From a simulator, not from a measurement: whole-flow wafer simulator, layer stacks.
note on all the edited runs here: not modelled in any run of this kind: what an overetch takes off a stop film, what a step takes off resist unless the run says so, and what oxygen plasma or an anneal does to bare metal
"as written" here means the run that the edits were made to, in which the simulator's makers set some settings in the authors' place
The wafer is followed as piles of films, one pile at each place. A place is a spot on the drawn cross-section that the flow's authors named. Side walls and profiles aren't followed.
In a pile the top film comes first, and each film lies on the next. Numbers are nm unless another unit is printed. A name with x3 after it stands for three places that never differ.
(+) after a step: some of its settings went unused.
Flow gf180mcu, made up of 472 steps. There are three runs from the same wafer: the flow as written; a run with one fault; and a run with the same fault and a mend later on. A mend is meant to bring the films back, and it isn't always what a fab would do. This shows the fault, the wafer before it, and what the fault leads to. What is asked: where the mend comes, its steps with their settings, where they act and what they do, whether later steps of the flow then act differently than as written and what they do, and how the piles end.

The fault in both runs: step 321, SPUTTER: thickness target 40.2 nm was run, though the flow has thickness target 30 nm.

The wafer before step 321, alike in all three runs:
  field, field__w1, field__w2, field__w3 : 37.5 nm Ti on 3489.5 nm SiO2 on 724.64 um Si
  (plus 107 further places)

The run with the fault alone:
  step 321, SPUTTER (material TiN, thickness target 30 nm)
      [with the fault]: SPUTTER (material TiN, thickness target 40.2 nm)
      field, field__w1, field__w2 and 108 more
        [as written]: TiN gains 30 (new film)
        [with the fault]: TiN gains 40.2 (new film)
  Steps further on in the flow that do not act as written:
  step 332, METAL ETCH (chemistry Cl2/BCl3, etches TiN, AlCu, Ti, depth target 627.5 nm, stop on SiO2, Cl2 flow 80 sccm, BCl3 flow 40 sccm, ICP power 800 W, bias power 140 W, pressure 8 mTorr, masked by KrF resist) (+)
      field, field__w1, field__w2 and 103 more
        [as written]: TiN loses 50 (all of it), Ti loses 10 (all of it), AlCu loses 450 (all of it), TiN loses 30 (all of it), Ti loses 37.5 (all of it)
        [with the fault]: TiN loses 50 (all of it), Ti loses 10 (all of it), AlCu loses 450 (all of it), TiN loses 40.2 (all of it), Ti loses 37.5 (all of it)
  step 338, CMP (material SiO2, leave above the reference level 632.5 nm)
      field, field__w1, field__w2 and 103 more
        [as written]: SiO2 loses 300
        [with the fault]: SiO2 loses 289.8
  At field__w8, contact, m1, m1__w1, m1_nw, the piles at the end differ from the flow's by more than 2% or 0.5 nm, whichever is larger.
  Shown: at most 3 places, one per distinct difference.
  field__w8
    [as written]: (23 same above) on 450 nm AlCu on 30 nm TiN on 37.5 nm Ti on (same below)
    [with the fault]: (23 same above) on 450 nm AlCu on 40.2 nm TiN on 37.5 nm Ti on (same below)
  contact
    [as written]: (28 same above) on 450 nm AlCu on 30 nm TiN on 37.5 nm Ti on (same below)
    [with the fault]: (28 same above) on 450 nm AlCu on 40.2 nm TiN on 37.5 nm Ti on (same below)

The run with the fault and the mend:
  The mend stands after step 321.
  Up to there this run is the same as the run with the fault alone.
  step 321a, METAL ETCH (chemistry Cl2/BCl3, etches TiN, AlCu, Ti, depth target 10.2 nm, Cl2 flow 80 sccm, BCl3 flow 40 sccm, ICP power 800 W, bias power 140 W, pressure 8 mTorr) (the flow's step 260 again, with other settings)
      field, field__w1, field__w2 and 108 more
        TiN loses 10.2
  None of the later steps of the flow acts differently than as written at any place that is followed.
  By the end, the piles equal the flow's at every place that both follow.
